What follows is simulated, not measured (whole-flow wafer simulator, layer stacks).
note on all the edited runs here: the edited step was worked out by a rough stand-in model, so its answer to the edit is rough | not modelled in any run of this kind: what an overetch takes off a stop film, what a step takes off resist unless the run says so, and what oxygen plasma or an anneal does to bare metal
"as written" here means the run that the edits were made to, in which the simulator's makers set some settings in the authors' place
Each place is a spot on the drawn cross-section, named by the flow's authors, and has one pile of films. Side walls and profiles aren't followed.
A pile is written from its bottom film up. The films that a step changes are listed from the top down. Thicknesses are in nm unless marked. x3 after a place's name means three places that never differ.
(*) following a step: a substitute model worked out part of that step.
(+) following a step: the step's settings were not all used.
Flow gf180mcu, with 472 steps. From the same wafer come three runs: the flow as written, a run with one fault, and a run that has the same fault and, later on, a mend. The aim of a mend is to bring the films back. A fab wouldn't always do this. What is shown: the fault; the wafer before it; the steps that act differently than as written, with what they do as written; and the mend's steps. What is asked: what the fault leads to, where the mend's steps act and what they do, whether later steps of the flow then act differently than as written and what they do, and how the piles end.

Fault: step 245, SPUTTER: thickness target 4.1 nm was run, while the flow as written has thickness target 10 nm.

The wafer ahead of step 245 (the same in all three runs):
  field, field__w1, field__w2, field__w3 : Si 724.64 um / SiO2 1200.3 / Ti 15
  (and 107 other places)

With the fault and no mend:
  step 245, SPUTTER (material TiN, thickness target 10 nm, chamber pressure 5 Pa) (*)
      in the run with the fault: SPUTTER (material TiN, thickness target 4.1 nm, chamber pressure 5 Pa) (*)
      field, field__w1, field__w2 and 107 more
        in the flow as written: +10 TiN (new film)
        in the run with the fault: +4.1 TiN (new film)
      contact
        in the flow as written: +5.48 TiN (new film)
        in the run with the fault: +2.25 TiN (new film)
  Later steps of the flow acting differently than as written (1 more step, not shown, differs only slightly: by at most 2% or 0.5 nm, whichever is larger):
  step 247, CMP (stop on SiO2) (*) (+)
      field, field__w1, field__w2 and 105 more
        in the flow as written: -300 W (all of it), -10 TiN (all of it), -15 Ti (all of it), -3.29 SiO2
        in the run with the fault: -300 W (all of it), -4.1 TiN (all of it), -15 Ti (all of it), -3.23 SiO2
  At contact, polyc_n, polyc_p, the piles at the end differ from the flow's by more than 2% or 0.5 nm, whichever is larger.
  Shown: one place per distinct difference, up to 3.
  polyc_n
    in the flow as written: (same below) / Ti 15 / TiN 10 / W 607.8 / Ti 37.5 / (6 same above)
    in the run with the fault: (same below) / Ti 15 / TiN 4.1 / W 613.7 / Ti 37.5 / (6 same above)
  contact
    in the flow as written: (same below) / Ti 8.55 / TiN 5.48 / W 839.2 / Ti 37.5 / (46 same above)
    in the run with the fault: (same below) / Ti 8.55 / TiN 2.25 / W 842.5 / Ti 37.5 / (46 same above)

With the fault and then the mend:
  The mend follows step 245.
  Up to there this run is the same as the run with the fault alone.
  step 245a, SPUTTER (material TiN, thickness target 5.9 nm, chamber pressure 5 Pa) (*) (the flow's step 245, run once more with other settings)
      field, field__w1, field__w2 and 107 more
        +5.9 TiN
      contact
        +3.23 TiN
  Every later step of the flow that is run acts as written at every place that is followed.
  At every place that both follow, the piles at the end match the flow's.
